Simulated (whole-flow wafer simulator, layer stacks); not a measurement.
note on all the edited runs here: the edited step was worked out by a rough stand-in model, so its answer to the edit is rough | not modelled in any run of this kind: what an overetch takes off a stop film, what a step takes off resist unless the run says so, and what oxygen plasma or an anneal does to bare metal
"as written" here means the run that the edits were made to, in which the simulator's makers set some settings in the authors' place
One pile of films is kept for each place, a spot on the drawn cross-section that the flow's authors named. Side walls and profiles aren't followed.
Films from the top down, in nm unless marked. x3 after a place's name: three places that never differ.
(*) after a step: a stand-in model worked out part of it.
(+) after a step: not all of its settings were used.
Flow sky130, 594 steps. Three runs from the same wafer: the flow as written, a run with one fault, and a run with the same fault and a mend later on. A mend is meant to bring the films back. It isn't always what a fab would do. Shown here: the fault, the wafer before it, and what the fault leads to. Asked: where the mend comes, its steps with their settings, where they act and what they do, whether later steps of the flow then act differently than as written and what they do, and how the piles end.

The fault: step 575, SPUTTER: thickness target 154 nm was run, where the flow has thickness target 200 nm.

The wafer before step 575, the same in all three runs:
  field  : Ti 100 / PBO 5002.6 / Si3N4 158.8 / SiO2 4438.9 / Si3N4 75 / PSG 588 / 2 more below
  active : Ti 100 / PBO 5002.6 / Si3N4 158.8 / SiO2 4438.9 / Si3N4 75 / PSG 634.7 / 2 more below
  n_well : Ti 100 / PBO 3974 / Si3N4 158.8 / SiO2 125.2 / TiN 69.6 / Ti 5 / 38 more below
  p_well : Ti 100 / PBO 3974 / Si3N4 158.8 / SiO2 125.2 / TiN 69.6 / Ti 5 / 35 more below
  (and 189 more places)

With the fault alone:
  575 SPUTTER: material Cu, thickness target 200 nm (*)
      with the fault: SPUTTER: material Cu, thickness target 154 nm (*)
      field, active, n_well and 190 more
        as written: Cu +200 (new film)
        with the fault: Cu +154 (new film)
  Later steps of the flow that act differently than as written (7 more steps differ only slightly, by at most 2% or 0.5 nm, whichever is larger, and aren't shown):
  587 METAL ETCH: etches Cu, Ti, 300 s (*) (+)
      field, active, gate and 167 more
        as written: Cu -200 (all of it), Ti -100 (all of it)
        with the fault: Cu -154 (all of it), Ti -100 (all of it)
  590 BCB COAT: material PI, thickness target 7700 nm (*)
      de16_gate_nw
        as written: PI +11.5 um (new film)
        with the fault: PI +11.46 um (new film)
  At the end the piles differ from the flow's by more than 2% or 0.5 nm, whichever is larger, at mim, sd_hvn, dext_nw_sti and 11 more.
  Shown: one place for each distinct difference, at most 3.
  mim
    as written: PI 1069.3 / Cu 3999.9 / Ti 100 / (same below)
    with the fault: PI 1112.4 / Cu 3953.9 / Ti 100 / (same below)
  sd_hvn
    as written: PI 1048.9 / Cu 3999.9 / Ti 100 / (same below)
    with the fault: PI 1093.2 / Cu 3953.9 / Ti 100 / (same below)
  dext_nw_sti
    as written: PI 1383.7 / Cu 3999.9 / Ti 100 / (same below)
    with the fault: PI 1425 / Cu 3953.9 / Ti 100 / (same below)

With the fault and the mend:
  The mend comes after step 582.
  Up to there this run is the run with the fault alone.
  582a STRIP: chemistry NMP, 80 C, 900 s
      wcut_nhv, wcut_phv, wcut_fox_pw and 23 more
        i-line resist -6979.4 (all of it)
      gate_len, gate_lvt_sd_len, gate_p_sd_len, gate_p_hvt_sd_len, gate_p_lvt_sd_len, gate_len_250
        i-line resist -6982 (all of it)
      mim_edge_plate_strap, mim_edge_plate, mim_edge_gap, mim_edge_gap_sheet, vpp_l1ln
        i-line resist -6980.8 (all of it)
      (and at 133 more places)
  582b SPUTTER: material Cu, thickness target 46 nm (*) (the flow's step 575 once more, with other settings)
      field, active, n_well and 190 more
        Cu +46
  582c HMDS: 120 C, 60 s (the flow's step 577 once more)
      changes no film at any place that is followed
  582d COAT: i-line resist, thickness 7000 nm (*) (the flow's step 578 once more)
      dice_street, wcut_nhv, wcut_phv and 18 more
        i-line resist +7000 (new film)
      poly_ln, iso_pw_fox, gate_lvt_sd, active_lvt, spacer_lvt, sonos_sd, sonos_cell_x, sonos_guard_x
        i-line resist +7003.2 (new film)
      vpp_iso2, mim_edge_plate_strap, mim_edge_plate, mim_edge_gap, mim_edge_gap_sheet, gate_hv_nvt, de16_nw_sti
        i-line resist +7001.4 (new film)
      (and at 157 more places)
  582e SOFTBAKE: i-line resist, 110 C, 180 s (the flow's step 579 once more)
      de16_gate_pw, de16_pw_fp, de16_pw_sti, de16_psrc_nw
        i-line resist -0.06
      field, active_lvt
        i-line resist +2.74
      mim, vcap_hvt
        i-line resist -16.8
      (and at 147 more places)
  582f EXPOSE: photomask CU1M (the flow's step 580 once more)
      changes no film at any place that is followed
  582g PEB: i-line resist, 90 C, 60 s (the flow's step 581 once more)
      field, active, n_well and 134 more
        i-line resist -0.07
      pad
        i-line resist -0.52
  582h DEVELOP: thickness 7000 nm (*) (the flow's step 582 once more)
      field, active, gate and 167 more
        i-line resist -20.6
      n_well, p_well, sd_n, sd_p
        i-line resist -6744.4 (all of it)
      dep_nw_sti, dep_ntap_nw, de16_nw_sti
        i-line resist -7000.7 (all of it)
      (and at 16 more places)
  No later step of the flow acts differently than as written at any place that is followed.
  At the end the piles are the same as the flow's at every place that both follow.
